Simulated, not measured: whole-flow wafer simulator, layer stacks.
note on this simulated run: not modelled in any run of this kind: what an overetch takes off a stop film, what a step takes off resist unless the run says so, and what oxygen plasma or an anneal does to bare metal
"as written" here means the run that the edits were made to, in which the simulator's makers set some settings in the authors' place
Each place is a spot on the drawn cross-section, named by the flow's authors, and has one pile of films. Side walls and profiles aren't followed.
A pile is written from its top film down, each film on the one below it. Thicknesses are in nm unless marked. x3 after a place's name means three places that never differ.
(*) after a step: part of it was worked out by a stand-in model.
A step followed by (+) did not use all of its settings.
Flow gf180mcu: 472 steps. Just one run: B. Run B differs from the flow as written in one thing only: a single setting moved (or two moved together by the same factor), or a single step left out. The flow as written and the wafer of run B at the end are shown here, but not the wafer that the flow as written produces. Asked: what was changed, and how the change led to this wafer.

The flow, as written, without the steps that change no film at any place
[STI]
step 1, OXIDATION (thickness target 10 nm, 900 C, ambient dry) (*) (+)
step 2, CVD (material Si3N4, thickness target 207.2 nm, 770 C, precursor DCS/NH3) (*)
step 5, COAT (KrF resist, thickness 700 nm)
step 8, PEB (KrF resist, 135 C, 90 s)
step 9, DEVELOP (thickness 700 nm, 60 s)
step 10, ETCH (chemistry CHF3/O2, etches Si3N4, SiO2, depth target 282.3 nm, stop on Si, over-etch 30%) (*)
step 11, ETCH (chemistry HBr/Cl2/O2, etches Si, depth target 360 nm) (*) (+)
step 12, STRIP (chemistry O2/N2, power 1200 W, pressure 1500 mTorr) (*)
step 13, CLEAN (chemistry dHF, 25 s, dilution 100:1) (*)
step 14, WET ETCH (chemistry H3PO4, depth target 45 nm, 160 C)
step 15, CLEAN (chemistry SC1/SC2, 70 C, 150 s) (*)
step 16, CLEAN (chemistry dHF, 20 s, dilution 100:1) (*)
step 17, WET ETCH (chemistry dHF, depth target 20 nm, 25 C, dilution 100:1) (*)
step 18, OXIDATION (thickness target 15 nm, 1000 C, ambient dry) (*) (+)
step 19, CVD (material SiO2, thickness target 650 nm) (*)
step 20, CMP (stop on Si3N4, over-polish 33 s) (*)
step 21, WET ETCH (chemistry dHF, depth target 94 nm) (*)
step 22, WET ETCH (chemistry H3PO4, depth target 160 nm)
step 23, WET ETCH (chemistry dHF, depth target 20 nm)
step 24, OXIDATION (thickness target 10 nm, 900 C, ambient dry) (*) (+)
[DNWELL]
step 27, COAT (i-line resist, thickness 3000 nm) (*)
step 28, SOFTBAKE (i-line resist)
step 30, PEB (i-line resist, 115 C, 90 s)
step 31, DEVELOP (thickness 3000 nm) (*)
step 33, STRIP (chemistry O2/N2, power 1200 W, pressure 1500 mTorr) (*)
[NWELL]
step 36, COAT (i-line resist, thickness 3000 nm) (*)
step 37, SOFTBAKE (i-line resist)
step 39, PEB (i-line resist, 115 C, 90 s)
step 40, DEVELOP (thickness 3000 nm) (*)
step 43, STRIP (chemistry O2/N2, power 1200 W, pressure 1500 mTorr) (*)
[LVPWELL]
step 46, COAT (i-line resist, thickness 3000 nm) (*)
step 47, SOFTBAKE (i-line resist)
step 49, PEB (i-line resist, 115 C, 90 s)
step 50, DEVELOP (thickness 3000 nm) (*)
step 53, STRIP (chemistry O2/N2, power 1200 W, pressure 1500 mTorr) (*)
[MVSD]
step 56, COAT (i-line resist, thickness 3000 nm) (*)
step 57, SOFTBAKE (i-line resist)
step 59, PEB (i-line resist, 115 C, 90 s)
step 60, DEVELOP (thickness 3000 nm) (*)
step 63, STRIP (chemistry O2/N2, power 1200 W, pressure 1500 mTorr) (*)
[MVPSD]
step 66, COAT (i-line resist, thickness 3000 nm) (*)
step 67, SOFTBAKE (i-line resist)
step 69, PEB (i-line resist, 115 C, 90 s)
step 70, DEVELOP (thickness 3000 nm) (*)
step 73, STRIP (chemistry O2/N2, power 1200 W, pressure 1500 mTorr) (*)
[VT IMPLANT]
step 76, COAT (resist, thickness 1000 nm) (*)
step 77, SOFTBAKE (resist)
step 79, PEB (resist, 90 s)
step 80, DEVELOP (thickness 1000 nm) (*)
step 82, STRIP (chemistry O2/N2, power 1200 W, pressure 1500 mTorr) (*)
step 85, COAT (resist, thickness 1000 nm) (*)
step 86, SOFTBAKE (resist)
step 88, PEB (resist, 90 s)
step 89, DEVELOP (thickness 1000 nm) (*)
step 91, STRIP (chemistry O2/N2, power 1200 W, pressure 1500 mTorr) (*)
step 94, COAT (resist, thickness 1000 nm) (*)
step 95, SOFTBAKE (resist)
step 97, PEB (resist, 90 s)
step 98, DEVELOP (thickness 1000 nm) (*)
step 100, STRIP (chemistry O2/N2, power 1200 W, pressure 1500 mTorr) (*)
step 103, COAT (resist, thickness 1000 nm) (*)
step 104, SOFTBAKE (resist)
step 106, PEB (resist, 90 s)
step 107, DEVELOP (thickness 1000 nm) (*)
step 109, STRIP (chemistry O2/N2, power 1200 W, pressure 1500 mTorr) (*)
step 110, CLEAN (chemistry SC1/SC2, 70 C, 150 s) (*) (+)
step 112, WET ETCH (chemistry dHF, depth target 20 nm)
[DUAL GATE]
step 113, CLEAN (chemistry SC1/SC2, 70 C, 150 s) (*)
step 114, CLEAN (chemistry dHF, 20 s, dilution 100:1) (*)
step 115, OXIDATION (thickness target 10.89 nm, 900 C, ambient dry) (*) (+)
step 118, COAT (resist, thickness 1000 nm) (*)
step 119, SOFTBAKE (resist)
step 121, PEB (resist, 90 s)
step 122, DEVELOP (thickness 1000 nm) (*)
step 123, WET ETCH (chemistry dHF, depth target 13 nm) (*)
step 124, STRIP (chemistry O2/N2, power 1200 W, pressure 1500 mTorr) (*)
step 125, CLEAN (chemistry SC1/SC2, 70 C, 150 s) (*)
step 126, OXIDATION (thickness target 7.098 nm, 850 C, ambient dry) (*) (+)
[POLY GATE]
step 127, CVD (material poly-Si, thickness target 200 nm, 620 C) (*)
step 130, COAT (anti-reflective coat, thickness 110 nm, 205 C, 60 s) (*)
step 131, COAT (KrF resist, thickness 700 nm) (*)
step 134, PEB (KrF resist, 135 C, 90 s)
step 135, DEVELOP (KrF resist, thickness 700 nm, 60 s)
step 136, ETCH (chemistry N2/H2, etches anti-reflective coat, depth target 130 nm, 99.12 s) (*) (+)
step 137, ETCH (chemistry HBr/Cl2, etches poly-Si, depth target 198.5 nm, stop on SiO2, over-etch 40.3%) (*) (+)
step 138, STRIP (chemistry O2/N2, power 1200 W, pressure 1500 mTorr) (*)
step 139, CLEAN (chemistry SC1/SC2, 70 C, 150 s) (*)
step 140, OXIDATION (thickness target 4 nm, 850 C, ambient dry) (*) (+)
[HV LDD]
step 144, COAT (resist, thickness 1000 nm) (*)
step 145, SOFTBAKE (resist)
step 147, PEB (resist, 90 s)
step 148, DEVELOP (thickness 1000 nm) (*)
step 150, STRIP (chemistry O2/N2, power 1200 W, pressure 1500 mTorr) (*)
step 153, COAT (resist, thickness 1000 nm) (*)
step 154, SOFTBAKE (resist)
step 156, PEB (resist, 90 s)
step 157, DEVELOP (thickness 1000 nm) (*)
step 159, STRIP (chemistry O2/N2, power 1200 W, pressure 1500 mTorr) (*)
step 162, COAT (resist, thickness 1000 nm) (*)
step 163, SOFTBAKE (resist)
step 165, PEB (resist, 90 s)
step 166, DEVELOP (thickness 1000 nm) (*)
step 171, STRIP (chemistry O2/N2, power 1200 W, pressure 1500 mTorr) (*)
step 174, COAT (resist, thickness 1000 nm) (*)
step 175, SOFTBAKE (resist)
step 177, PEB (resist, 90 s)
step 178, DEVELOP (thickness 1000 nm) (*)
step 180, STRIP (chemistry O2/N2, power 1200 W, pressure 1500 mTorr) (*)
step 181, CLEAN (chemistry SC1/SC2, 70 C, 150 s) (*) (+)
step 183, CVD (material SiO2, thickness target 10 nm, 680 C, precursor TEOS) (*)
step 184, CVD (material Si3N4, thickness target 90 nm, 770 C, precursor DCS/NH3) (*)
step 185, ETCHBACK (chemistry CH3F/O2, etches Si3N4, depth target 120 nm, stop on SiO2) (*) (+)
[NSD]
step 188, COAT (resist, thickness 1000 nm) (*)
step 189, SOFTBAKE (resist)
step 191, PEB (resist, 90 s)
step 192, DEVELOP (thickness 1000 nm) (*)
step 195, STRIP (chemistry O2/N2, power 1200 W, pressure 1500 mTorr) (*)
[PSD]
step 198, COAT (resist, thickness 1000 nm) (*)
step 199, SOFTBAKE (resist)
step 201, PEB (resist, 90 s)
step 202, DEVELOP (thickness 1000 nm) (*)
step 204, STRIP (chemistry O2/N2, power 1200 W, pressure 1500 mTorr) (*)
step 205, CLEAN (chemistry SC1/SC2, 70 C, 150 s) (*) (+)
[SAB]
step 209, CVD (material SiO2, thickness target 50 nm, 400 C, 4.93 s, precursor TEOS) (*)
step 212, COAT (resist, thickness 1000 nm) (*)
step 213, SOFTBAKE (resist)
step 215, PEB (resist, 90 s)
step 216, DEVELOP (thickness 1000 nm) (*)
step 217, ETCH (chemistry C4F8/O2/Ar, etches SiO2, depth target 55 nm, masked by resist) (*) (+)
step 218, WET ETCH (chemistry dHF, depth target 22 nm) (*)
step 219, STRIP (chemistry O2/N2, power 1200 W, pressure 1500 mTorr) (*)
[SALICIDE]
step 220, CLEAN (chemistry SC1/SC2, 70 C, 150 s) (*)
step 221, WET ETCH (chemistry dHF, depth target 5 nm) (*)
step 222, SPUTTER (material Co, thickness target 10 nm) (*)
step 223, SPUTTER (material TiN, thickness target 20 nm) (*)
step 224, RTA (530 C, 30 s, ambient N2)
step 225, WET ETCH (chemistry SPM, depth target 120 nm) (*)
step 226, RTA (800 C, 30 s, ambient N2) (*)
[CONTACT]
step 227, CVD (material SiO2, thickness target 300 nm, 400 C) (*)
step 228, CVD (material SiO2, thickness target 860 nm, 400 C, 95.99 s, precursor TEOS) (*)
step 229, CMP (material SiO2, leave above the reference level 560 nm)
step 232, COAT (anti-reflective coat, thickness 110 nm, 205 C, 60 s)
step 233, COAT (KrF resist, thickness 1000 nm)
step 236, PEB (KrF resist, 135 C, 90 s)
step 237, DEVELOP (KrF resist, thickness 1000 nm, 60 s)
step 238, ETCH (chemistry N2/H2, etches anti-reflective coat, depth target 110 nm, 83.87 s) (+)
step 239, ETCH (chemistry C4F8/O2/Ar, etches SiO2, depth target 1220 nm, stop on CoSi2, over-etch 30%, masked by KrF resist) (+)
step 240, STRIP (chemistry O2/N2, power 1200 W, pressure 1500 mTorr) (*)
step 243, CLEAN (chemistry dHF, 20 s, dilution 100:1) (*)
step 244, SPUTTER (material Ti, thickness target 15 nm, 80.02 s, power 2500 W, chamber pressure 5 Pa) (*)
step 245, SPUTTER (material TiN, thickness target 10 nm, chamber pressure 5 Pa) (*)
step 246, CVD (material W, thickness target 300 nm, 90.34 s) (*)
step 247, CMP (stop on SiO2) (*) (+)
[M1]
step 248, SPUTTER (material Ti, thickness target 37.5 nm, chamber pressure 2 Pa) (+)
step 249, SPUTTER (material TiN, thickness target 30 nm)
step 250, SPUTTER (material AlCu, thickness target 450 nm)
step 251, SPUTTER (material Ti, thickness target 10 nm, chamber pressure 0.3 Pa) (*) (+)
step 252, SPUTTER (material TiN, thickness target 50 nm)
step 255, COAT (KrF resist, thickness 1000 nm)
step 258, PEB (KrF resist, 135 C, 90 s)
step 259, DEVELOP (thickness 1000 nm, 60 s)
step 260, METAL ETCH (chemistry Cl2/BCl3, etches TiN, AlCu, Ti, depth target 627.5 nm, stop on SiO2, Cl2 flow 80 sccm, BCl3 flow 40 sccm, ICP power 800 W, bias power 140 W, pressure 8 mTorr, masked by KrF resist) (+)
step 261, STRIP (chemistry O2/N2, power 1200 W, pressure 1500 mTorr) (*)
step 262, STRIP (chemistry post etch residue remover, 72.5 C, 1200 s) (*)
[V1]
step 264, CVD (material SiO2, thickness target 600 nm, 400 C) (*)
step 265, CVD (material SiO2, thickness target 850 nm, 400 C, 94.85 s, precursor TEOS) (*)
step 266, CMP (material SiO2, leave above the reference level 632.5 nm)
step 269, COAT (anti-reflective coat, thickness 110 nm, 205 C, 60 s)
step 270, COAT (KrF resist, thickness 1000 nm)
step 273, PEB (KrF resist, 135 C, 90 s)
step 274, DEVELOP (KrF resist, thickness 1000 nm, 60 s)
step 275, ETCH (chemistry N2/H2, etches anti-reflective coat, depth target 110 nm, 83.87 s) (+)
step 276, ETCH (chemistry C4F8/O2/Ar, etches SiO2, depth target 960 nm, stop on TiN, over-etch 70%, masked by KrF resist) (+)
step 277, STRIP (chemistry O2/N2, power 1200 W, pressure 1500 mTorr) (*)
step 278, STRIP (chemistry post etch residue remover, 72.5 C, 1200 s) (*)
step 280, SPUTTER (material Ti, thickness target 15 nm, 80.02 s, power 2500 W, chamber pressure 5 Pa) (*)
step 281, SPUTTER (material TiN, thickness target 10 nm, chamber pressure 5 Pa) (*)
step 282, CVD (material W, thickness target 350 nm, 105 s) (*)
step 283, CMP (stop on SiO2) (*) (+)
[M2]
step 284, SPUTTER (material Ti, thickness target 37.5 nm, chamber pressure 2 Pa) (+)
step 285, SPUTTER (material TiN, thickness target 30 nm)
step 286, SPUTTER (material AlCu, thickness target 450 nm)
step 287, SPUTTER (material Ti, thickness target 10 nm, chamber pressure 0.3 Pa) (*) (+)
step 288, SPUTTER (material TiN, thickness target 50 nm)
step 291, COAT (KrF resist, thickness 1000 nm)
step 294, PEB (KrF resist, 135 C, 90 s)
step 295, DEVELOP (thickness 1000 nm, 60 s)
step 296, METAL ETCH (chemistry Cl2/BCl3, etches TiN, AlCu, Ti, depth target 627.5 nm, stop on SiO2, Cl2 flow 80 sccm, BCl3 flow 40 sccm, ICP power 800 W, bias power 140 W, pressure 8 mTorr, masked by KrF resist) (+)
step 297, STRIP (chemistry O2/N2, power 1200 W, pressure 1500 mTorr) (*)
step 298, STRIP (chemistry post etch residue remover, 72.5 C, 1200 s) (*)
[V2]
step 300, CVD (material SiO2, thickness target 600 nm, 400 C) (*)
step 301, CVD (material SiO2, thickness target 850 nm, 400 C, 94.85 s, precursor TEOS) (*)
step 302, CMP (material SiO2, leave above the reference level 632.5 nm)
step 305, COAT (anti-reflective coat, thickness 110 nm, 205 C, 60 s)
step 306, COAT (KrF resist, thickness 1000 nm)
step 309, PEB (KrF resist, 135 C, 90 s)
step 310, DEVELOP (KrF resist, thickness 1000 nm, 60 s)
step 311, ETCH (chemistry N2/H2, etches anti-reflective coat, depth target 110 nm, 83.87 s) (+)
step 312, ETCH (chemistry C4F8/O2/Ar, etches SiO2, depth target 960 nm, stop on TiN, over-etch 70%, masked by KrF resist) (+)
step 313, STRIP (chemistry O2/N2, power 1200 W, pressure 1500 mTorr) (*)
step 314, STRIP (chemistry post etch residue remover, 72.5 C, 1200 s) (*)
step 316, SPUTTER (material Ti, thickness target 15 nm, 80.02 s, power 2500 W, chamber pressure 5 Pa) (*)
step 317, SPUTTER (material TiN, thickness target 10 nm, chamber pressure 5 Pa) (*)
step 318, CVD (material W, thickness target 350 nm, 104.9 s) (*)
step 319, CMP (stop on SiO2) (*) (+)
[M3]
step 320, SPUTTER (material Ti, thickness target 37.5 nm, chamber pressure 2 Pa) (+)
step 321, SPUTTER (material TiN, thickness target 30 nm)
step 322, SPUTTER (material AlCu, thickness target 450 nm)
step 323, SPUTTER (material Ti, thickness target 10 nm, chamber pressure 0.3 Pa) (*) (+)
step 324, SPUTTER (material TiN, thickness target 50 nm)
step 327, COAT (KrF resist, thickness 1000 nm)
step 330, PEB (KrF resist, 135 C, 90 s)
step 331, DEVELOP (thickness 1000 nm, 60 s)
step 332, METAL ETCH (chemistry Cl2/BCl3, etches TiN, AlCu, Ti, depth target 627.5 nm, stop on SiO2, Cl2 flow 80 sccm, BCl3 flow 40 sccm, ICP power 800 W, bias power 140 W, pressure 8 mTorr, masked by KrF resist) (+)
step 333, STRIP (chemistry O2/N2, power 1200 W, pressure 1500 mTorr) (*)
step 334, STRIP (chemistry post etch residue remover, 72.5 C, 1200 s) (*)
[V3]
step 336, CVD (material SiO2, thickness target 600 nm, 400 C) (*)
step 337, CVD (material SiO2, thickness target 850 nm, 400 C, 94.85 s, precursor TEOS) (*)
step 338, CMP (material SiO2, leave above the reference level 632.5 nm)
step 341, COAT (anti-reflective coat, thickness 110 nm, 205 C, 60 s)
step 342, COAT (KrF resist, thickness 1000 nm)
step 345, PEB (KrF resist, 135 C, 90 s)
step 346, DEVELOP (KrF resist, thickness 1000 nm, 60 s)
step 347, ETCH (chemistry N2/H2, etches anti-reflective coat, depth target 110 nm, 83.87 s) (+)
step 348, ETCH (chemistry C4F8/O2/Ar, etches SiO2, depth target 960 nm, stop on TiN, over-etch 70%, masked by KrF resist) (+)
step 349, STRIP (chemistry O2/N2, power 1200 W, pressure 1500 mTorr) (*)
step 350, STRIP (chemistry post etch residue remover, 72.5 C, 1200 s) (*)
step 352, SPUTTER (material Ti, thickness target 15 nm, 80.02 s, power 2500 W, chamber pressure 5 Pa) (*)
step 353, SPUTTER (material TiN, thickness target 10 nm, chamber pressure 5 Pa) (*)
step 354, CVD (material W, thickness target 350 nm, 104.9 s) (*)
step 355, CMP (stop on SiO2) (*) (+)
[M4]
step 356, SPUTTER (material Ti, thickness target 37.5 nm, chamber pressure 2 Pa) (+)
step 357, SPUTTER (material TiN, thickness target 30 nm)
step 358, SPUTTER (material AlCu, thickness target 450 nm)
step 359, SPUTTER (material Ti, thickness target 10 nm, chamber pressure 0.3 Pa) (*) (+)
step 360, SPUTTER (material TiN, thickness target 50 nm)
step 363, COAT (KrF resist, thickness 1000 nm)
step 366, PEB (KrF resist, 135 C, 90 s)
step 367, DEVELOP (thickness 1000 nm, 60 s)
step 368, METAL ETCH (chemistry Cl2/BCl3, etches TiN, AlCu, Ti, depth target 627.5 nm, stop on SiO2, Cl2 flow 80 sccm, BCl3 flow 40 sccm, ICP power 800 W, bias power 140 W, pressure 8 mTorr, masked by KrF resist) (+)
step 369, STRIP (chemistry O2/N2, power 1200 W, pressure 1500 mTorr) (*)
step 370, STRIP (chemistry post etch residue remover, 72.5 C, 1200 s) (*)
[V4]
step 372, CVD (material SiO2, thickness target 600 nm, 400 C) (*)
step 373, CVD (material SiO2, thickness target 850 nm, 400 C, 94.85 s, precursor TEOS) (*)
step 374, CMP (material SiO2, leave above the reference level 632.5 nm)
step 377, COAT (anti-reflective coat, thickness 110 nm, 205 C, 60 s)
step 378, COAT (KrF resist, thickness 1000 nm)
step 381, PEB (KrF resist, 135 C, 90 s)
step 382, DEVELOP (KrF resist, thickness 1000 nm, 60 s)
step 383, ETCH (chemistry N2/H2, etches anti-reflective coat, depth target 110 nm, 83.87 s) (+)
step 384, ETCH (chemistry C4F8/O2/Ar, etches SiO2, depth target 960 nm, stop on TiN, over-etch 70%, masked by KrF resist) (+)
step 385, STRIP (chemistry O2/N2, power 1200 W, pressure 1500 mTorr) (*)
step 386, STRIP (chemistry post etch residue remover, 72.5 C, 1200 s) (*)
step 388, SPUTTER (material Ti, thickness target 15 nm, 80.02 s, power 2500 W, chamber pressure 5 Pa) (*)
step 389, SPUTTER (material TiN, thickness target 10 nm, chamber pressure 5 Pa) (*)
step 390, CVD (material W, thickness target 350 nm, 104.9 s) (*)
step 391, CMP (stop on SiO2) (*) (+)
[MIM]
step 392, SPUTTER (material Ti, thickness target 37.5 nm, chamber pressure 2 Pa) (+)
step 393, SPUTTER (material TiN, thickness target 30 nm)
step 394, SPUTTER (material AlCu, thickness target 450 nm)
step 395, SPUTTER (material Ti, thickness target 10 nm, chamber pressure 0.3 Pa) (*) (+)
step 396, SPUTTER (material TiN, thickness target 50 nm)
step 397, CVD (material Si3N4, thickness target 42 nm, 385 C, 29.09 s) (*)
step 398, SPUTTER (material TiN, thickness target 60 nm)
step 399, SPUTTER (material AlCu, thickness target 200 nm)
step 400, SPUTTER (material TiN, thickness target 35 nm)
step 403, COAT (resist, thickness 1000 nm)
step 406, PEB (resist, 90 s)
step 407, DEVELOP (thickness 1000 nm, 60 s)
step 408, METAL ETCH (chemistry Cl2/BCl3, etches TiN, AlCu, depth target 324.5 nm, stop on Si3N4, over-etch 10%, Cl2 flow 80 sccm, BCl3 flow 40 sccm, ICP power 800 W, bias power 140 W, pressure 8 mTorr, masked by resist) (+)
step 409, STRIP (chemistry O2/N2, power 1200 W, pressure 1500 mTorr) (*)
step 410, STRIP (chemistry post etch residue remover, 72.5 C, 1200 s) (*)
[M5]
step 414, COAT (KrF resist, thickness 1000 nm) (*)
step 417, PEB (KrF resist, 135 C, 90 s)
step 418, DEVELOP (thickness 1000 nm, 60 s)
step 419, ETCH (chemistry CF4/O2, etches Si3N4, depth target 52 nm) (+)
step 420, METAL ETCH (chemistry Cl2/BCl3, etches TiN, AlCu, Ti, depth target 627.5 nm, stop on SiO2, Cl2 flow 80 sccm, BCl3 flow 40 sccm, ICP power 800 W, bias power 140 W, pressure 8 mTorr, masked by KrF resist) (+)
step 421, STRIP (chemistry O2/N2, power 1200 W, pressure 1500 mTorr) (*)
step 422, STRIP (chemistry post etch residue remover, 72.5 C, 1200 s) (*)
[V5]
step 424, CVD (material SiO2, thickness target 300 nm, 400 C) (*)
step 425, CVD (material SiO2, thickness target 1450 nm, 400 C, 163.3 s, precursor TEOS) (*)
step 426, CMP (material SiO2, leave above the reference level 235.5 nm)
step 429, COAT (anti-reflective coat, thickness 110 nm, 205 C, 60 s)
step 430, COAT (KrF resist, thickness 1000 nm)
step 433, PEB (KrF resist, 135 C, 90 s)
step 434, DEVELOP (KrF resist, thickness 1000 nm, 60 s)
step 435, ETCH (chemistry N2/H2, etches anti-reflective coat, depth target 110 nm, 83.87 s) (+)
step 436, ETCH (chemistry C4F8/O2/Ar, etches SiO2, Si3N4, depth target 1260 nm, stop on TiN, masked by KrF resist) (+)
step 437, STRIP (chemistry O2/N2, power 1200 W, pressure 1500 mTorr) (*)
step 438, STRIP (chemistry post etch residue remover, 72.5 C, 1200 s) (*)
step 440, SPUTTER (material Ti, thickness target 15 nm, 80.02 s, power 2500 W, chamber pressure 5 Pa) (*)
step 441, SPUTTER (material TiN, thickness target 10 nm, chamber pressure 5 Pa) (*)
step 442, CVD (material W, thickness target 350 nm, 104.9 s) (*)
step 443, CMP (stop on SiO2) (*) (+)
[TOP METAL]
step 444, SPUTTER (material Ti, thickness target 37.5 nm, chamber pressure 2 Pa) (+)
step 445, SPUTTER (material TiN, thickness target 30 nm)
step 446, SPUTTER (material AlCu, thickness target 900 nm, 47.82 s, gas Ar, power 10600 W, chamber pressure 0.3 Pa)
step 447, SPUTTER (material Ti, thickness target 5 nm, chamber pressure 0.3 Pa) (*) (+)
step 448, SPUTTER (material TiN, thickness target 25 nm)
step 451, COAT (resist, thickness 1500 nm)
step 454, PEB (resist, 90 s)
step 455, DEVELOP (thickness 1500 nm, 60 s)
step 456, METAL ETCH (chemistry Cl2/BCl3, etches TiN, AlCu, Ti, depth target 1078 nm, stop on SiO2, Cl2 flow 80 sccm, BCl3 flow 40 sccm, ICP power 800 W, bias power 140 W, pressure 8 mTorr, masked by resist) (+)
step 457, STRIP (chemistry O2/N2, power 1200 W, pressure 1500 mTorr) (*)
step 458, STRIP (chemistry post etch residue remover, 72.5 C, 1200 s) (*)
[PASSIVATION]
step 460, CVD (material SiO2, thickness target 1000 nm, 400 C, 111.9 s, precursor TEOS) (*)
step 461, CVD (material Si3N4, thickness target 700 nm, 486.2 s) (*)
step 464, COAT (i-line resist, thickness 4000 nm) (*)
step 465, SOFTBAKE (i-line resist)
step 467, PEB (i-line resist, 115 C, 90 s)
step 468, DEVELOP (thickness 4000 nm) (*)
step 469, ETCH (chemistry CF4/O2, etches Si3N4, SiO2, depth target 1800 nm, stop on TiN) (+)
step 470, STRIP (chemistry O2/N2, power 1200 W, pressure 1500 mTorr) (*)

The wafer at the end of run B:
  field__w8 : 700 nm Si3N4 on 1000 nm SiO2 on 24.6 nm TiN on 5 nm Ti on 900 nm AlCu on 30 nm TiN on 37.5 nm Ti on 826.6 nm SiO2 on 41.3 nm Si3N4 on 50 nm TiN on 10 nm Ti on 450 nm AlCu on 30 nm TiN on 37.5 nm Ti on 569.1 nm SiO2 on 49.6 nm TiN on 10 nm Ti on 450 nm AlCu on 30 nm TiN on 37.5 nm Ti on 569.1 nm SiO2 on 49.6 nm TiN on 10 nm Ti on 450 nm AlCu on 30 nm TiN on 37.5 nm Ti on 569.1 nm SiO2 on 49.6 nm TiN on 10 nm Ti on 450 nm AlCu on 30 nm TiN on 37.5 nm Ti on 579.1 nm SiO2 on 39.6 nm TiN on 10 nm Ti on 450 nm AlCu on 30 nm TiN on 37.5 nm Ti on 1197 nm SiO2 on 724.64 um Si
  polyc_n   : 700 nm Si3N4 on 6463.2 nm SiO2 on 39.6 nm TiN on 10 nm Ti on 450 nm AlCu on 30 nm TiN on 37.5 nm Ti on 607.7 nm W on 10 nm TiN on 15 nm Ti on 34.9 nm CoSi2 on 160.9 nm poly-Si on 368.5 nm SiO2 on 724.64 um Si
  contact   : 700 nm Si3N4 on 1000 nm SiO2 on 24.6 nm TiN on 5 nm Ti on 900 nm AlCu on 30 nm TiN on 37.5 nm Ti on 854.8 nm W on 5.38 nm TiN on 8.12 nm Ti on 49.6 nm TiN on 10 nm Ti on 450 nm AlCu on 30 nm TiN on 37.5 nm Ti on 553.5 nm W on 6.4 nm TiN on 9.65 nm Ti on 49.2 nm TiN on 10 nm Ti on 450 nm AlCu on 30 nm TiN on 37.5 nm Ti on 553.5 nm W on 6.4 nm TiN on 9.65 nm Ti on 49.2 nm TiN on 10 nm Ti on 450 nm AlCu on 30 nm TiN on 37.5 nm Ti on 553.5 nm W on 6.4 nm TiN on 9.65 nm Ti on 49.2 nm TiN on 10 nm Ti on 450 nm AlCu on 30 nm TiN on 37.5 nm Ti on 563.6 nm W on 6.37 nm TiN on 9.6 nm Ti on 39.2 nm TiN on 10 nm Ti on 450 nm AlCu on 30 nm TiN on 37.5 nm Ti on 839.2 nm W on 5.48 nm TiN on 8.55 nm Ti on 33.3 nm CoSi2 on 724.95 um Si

The reason: step 252, SPUTTER: thickness target 40 nm was run, though the flow has thickness target 50 nm.

The path from the change to this, step by step:
  step 252, SPUTTER (material TiN, thickness target 50 nm)
      field, field__w1, field__w2 and 108 more: TiN gains 40 (new film) (it would be, as written: TiN gains 50 (new film))
  step 260, METAL ETCH (chemistry Cl2/BCl3, etches TiN, AlCu, Ti, depth target 627.5 nm, stop on SiO2, Cl2 flow 80 sccm, BCl3 flow 40 sccm, ICP power 800 W, bias power 140 W, pressure 8 mTorr, masked by KrF resist) (+)
      field, field__w1, field__w2 and 99 more: TiN loses 40 (all of it), Ti loses 10 (all of it), AlCu loses 450 (all of it), TiN loses 30 (all of it), Ti loses 37.5 (all of it) (it would be, as written: TiN loses 50 (all of it), Ti loses 10 (all of it), AlCu loses 450 (all of it), TiN loses 30 (all of it), Ti loses 37.5 (all of it))
